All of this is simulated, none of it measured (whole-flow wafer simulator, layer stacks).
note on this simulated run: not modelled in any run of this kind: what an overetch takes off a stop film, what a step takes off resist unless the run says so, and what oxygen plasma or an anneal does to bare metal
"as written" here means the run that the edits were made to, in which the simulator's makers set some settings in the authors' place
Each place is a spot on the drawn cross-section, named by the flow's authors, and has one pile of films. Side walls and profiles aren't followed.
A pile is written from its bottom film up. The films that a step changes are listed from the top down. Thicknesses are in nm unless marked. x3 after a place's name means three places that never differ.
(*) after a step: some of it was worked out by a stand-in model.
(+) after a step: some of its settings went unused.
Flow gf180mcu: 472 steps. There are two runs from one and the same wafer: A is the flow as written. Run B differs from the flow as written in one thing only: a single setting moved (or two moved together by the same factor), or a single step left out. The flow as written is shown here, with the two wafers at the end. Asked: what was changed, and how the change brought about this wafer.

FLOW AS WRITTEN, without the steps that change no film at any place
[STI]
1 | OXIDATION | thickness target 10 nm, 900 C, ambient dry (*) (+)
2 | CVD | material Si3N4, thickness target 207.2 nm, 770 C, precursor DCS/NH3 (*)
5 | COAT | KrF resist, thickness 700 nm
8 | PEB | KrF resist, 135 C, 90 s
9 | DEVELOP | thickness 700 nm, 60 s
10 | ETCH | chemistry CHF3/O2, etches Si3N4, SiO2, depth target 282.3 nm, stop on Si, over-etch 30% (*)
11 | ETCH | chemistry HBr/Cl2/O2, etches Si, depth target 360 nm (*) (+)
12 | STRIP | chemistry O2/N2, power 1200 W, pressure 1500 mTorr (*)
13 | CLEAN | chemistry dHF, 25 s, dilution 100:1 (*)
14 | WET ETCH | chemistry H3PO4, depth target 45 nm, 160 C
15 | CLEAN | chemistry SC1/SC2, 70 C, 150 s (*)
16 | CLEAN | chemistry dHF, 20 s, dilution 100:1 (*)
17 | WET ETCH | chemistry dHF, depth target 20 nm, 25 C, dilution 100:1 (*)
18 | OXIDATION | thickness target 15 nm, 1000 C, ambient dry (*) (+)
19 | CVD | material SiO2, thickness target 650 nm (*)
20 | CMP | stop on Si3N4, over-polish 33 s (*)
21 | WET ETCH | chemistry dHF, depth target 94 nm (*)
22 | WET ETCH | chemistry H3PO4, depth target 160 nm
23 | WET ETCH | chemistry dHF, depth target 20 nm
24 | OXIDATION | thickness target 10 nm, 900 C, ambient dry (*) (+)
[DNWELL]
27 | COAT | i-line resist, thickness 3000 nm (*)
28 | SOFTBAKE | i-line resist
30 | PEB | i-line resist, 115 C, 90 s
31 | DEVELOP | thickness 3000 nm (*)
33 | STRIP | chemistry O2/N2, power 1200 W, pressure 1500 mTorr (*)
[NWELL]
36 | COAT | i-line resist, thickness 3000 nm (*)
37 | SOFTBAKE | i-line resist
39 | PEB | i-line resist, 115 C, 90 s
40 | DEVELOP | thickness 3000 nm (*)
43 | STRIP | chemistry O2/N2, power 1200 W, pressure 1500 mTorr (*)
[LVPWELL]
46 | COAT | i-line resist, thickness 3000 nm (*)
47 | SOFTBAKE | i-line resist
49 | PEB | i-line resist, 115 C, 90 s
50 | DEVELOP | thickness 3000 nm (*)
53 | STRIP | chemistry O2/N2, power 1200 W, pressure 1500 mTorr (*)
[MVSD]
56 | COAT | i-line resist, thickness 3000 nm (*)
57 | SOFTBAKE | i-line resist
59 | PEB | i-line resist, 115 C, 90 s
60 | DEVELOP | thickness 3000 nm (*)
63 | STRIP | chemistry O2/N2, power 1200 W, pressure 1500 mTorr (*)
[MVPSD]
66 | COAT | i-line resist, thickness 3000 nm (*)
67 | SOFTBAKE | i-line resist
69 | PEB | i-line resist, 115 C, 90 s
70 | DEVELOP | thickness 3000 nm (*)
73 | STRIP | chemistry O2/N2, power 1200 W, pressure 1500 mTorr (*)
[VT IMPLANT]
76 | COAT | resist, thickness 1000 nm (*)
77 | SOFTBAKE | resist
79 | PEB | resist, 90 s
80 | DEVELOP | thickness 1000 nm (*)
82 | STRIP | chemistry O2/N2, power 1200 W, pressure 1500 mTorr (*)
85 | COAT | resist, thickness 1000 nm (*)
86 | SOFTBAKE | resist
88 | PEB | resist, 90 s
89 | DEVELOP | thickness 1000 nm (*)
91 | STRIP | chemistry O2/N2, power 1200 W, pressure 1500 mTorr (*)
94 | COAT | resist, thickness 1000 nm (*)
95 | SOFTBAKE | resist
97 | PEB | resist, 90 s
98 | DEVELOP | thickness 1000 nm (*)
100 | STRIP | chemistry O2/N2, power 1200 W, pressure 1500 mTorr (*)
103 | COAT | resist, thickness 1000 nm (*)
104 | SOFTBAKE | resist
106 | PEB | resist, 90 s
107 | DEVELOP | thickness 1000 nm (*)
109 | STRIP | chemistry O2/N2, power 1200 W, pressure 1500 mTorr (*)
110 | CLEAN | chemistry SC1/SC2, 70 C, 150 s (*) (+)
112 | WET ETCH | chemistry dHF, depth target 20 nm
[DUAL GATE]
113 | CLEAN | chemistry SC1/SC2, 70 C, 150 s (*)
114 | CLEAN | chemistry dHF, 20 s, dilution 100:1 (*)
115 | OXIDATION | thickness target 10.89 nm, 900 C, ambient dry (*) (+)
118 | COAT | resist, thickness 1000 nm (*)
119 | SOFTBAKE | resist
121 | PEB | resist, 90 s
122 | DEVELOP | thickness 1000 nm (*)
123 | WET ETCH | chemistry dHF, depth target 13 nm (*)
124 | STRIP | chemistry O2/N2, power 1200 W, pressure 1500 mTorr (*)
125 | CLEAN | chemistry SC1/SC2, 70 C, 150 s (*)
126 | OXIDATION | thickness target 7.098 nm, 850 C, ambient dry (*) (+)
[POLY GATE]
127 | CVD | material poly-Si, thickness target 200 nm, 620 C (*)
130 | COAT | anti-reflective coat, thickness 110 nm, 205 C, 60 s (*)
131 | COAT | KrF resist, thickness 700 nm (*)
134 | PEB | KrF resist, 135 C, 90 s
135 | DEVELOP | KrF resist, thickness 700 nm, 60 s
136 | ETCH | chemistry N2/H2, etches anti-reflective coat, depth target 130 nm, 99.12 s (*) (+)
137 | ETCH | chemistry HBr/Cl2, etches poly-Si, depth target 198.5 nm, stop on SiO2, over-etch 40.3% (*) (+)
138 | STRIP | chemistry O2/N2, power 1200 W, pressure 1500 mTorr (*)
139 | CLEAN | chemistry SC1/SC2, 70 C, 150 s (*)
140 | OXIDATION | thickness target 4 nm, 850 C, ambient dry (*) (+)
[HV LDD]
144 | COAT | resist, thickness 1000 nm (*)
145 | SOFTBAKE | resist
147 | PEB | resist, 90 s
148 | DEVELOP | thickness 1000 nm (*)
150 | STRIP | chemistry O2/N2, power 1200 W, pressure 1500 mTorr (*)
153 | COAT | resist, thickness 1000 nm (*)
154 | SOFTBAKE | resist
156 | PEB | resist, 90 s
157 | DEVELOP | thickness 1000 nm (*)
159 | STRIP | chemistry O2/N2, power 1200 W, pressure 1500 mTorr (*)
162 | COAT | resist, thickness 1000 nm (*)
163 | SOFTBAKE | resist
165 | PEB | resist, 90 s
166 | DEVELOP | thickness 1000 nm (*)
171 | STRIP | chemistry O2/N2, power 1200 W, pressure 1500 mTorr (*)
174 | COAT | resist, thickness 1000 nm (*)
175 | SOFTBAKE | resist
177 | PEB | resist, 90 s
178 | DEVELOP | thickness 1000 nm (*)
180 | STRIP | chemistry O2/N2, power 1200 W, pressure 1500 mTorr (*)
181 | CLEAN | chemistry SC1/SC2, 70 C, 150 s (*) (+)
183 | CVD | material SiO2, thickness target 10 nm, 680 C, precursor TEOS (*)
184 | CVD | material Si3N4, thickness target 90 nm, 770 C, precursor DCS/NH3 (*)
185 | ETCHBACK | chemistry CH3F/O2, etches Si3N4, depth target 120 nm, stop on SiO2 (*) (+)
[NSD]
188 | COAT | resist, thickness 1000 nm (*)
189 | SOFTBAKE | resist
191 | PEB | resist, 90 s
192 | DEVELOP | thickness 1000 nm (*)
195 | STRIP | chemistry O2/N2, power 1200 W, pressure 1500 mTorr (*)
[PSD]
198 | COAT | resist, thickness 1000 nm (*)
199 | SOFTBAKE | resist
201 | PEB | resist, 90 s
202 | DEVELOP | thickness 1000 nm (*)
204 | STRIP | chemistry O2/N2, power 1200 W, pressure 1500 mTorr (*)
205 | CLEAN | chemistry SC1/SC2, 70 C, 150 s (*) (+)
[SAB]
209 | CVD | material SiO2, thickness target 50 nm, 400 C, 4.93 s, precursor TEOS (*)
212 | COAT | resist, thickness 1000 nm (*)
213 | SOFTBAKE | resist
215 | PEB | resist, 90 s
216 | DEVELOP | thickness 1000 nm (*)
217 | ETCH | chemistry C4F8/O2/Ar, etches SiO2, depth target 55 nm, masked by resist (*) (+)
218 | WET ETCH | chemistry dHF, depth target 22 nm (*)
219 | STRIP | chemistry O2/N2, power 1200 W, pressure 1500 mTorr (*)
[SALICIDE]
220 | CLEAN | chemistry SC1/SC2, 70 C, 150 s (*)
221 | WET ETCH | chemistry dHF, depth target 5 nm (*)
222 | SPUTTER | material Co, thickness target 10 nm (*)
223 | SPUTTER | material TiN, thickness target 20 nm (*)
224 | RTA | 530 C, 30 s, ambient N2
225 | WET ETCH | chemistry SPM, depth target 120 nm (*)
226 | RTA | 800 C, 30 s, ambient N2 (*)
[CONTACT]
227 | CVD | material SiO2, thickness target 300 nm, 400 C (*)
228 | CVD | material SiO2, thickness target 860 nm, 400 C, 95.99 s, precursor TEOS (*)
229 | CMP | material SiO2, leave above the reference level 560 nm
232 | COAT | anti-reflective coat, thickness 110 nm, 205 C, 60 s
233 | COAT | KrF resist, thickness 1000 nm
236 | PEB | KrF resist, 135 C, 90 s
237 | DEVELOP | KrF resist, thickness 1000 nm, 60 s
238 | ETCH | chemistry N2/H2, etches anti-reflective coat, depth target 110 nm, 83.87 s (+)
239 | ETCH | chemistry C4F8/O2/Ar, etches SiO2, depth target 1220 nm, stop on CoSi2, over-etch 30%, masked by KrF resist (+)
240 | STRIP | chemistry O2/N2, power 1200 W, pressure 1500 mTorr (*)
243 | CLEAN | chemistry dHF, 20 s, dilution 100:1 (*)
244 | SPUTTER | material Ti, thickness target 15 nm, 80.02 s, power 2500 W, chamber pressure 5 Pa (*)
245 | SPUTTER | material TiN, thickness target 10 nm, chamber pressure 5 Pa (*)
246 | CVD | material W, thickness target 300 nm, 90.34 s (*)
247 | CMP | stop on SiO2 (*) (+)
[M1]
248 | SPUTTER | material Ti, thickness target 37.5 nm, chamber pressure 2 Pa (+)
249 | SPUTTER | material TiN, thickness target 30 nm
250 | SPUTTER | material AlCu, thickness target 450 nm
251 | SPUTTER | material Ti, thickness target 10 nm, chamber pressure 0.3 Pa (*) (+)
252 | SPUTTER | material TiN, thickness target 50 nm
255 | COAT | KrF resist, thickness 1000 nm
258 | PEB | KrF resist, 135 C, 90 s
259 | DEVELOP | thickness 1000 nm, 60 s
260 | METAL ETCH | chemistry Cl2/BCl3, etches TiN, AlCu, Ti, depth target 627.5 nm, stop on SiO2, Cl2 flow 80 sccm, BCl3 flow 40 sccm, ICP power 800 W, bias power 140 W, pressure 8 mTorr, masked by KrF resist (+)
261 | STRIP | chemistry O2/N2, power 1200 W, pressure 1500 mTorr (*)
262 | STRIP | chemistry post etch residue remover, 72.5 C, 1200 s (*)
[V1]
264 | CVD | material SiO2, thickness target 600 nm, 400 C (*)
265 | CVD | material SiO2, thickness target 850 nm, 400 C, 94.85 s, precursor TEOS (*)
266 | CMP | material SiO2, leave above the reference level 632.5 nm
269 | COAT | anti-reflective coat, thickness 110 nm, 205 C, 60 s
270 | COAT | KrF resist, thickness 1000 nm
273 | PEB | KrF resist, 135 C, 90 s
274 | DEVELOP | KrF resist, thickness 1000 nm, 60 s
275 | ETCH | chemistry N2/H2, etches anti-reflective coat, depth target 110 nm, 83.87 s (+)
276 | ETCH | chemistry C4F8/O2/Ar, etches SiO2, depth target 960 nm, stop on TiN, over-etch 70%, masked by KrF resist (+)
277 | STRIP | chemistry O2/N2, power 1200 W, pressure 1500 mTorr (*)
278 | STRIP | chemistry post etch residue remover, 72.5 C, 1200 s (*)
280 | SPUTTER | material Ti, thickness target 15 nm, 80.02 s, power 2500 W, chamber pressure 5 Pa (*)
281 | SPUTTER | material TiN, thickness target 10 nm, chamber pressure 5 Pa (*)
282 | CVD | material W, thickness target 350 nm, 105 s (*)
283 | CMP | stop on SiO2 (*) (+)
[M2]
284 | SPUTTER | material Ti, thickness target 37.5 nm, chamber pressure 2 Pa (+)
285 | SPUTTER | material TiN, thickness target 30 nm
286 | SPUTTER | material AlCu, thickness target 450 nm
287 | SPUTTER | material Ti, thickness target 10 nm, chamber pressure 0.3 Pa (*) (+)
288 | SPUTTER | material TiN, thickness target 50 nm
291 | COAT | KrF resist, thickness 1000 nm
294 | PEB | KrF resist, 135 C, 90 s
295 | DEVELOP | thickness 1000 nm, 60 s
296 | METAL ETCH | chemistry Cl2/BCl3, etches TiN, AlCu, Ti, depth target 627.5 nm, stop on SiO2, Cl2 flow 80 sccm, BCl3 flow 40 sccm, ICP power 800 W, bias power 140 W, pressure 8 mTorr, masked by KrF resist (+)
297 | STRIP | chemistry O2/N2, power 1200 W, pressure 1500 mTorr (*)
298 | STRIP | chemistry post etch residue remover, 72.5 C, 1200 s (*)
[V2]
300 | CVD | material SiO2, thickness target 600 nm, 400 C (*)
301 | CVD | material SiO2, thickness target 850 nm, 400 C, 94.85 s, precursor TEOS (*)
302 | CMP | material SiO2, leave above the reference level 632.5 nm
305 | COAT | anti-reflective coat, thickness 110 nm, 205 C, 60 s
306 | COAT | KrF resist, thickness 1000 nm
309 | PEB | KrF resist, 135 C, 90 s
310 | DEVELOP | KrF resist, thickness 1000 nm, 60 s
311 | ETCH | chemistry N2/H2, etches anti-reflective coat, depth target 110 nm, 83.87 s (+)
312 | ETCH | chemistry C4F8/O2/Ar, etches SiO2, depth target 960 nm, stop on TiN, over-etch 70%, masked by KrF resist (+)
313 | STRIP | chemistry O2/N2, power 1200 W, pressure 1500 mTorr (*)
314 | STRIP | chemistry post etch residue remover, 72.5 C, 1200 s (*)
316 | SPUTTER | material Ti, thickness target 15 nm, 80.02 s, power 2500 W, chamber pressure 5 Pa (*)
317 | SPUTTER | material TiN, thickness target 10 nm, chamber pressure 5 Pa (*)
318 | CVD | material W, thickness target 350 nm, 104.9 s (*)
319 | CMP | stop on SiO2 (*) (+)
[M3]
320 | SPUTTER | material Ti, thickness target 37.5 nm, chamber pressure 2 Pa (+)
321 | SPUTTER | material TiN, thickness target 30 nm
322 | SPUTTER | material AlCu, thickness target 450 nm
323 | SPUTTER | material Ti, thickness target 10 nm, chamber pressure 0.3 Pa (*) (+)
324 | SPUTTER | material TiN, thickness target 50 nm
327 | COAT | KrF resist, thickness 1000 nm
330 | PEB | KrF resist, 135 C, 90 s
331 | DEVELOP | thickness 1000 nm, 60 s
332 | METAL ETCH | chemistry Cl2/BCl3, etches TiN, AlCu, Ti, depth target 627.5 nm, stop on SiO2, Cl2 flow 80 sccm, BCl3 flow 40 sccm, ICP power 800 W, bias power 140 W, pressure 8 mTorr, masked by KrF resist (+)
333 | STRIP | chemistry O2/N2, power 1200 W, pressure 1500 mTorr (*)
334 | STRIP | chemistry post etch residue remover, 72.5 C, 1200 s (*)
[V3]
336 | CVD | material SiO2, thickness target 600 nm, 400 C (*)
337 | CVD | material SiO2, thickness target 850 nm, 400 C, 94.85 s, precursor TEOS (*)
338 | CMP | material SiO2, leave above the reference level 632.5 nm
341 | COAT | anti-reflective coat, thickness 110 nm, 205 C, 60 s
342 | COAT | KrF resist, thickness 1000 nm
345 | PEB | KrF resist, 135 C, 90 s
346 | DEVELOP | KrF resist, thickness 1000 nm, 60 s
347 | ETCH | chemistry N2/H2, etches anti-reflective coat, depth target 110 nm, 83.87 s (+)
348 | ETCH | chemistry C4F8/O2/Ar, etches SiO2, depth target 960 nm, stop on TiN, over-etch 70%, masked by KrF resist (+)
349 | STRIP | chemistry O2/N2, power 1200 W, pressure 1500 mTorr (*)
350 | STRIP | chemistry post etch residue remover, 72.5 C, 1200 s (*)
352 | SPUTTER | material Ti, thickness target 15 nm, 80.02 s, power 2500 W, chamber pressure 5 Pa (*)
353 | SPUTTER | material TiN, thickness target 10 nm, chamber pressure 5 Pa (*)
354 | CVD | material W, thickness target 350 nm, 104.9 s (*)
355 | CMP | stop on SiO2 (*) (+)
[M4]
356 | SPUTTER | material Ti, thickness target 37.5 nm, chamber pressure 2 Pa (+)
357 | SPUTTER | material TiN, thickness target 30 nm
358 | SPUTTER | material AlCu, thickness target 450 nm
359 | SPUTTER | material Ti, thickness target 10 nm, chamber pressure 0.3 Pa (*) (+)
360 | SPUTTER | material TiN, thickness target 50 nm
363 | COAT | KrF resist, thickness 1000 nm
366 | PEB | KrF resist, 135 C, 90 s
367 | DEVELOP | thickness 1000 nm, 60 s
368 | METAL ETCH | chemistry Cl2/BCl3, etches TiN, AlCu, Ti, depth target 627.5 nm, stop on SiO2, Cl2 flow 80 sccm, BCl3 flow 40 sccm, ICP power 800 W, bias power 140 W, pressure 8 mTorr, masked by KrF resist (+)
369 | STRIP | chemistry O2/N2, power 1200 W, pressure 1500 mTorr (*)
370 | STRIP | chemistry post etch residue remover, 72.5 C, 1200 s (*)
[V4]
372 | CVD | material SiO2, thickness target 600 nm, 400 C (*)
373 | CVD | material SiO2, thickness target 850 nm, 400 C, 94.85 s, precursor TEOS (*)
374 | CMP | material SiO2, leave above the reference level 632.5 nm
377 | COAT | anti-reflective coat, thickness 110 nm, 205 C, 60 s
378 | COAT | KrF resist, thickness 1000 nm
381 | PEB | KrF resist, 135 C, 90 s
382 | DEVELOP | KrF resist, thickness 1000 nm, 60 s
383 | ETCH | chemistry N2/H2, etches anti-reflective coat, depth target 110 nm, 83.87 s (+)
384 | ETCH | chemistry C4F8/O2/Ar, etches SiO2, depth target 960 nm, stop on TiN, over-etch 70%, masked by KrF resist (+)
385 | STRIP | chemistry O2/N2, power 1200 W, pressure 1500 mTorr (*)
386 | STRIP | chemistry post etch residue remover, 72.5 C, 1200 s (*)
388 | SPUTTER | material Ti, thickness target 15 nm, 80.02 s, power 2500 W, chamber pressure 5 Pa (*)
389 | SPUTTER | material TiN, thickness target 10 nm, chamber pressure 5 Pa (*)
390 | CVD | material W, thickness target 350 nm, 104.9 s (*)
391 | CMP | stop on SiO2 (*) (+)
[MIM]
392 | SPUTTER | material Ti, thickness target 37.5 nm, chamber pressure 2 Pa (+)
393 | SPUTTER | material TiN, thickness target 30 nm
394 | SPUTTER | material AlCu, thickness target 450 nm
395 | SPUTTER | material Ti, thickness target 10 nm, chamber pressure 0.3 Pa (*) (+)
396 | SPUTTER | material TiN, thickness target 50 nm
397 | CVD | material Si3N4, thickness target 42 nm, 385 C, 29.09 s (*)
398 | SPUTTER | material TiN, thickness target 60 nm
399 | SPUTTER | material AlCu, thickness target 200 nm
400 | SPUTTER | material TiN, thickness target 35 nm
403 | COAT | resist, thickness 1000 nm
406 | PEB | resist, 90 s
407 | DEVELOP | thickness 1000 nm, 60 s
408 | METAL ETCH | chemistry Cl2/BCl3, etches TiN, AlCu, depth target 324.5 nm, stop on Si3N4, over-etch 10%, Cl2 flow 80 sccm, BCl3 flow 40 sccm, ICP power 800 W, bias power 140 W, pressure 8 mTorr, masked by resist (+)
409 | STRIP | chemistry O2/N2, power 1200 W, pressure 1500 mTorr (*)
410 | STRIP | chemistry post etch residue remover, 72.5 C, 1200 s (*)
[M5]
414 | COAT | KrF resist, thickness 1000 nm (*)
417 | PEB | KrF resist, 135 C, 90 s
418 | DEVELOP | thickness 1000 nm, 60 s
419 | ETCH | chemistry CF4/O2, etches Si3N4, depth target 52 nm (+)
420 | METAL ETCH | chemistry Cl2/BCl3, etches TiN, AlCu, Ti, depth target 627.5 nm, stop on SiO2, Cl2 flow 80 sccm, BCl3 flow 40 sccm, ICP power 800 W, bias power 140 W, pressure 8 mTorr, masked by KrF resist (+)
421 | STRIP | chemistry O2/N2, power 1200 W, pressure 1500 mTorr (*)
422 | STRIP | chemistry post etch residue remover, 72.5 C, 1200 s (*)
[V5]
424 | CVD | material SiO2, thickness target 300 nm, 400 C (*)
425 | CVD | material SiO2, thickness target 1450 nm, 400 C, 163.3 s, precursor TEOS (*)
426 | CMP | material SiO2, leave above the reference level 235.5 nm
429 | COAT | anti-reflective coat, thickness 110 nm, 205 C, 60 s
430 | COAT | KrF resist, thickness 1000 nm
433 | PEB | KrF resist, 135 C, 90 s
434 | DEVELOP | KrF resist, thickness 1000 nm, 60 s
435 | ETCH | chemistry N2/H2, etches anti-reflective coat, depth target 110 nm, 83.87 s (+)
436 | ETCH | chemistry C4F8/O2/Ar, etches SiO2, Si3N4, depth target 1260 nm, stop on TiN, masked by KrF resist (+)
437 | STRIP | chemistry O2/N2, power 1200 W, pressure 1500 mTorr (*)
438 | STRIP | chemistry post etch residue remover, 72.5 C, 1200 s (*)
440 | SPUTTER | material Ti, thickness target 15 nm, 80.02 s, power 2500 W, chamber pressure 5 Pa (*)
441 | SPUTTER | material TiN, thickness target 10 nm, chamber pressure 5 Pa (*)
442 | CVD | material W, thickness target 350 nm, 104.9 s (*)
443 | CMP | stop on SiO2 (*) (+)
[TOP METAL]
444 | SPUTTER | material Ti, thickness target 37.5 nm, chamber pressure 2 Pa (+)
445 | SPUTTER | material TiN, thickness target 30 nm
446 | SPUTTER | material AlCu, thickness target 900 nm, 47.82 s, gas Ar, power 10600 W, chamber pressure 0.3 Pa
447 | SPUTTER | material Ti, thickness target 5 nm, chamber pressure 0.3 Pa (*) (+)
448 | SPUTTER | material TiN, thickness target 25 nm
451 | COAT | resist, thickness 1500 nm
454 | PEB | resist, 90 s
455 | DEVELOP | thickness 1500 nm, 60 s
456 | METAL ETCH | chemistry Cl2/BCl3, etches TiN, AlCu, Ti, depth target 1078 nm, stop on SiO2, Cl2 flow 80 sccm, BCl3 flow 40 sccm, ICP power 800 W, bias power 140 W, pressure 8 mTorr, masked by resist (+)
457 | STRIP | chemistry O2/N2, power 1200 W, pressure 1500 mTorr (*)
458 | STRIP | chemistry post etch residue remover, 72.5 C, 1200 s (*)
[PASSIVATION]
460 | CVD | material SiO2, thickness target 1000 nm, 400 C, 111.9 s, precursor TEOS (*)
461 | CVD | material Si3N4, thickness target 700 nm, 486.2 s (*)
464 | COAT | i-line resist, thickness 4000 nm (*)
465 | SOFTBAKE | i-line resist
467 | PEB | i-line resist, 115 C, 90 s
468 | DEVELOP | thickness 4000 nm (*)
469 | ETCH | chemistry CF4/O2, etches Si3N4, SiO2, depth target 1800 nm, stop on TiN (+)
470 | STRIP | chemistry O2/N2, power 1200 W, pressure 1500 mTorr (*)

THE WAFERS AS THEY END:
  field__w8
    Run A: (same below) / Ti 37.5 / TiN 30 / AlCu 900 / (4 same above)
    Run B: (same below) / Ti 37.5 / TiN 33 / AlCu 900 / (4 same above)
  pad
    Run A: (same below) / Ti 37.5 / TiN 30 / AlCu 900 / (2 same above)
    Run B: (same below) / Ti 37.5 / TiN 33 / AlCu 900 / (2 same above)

Cause: step 445, SPUTTER: thickness target 33 nm was run, whereas the flow has thickness target 30 nm.
The wafer lets one read it off: field__w8 has TiN 33, and step 445 as written asks for 30 nm.

The path from the change to this, step by step:
  445 | SPUTTER | material TiN, thickness target 30 nm
      field, field__w1, field__w2 and 109 more: A TiN gains 30 (new film) | B TiN gains 33 (new film)
  456 | METAL ETCH | chemistry Cl2/BCl3, etches TiN, AlCu, Ti, depth target 1078 nm, stop on SiO2, Cl2 flow 80 sccm, BCl3 flow 40 sccm, ICP power 800 W, bias power 140 W, pressure 8 mTorr, masked by resist (+)
      field, field__w1, field__w2 and 103 more: A TiN loses 25 (all of it), Ti loses 5 (all of it), AlCu loses 900 (all of it), TiN loses 30 (all of it), Ti loses 37.5 (all of it) | B TiN loses 25 (all of it), Ti loses 5 (all of it), AlCu loses 900 (all of it), TiN loses 33 (all of it), Ti loses 37.5 (all of it)
  465 | SOFTBAKE | i-line resist
      field__w5, field__w9: A i-line resist gains 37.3 | B i-line resist gains 30.3
      field__w11, field__w13: A i-line resist gains 37.9 | B i-line resist gains 31.3
      (as well as at 57 more places)
